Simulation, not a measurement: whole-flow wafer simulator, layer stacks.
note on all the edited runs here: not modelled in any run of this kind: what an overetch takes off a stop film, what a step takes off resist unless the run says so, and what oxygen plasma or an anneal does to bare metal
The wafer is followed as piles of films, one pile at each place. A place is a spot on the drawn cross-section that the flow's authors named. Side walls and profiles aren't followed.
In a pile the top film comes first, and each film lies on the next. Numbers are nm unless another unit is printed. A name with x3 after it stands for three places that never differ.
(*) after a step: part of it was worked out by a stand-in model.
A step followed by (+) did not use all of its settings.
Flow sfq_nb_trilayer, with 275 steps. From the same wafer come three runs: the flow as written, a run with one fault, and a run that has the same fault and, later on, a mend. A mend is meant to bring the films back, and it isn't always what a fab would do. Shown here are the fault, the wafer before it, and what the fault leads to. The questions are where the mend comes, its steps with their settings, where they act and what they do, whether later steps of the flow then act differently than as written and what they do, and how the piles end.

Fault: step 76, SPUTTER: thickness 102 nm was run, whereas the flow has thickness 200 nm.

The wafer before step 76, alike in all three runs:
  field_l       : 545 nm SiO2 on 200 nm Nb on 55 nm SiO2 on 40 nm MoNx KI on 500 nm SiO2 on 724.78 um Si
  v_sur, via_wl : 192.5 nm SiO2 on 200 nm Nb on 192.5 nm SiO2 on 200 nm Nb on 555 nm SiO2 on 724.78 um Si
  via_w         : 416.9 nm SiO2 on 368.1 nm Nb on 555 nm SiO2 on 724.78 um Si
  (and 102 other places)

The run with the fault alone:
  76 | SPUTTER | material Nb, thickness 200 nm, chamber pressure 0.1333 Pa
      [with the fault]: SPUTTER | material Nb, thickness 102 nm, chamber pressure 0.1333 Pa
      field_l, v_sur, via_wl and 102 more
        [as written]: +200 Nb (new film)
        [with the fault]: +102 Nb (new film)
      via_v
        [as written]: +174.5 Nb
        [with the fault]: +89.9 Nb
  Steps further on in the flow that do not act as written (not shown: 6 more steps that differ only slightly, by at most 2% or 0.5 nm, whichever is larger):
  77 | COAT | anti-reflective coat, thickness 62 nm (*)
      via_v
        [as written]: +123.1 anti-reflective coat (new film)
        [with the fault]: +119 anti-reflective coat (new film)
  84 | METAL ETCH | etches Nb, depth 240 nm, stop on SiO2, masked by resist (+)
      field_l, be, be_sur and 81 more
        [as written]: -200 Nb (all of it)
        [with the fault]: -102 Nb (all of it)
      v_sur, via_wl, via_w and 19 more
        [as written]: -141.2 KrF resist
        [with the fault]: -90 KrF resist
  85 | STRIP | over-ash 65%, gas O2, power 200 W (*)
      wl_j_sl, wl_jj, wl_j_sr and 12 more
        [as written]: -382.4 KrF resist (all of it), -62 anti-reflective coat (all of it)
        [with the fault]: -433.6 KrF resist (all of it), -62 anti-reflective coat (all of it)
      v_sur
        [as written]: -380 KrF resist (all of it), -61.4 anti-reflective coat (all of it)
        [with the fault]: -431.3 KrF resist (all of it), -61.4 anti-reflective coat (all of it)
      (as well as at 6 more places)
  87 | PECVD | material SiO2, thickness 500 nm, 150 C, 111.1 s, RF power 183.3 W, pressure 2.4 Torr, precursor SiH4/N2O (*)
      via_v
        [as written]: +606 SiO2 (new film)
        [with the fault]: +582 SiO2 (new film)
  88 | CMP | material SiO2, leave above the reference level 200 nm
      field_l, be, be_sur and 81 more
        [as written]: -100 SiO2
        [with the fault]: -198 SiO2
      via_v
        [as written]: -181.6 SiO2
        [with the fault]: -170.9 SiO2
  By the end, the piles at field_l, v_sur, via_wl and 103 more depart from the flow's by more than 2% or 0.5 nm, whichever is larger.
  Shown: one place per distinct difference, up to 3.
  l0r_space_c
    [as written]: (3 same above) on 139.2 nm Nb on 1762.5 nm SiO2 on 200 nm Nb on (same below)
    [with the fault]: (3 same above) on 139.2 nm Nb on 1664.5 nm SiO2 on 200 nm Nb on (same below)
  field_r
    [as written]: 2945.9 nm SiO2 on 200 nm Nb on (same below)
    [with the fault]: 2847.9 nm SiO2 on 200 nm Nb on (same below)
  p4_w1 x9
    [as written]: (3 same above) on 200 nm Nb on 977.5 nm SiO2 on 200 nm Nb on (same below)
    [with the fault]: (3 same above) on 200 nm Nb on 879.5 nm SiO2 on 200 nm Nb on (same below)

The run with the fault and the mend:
  The mend stands after step 76.
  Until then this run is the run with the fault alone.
  76a | SPUTTER | material Nb, thickness 98 nm, chamber pressure 0.1333 Pa (the flow's step 76 again, with other settings)
      field_l, v_sur, via_wl and 102 more
        +98 Nb
      via_v
        +80.2 Nb
  None of the later steps of the flow differs from how it acts as written, at any place that is followed, by more than 2% or 0.5 nm, whichever is larger.
  The piles end only slightly different from the flow's at the places that both follow, by no more than 2% or 0.5 nm, whichever is larger.
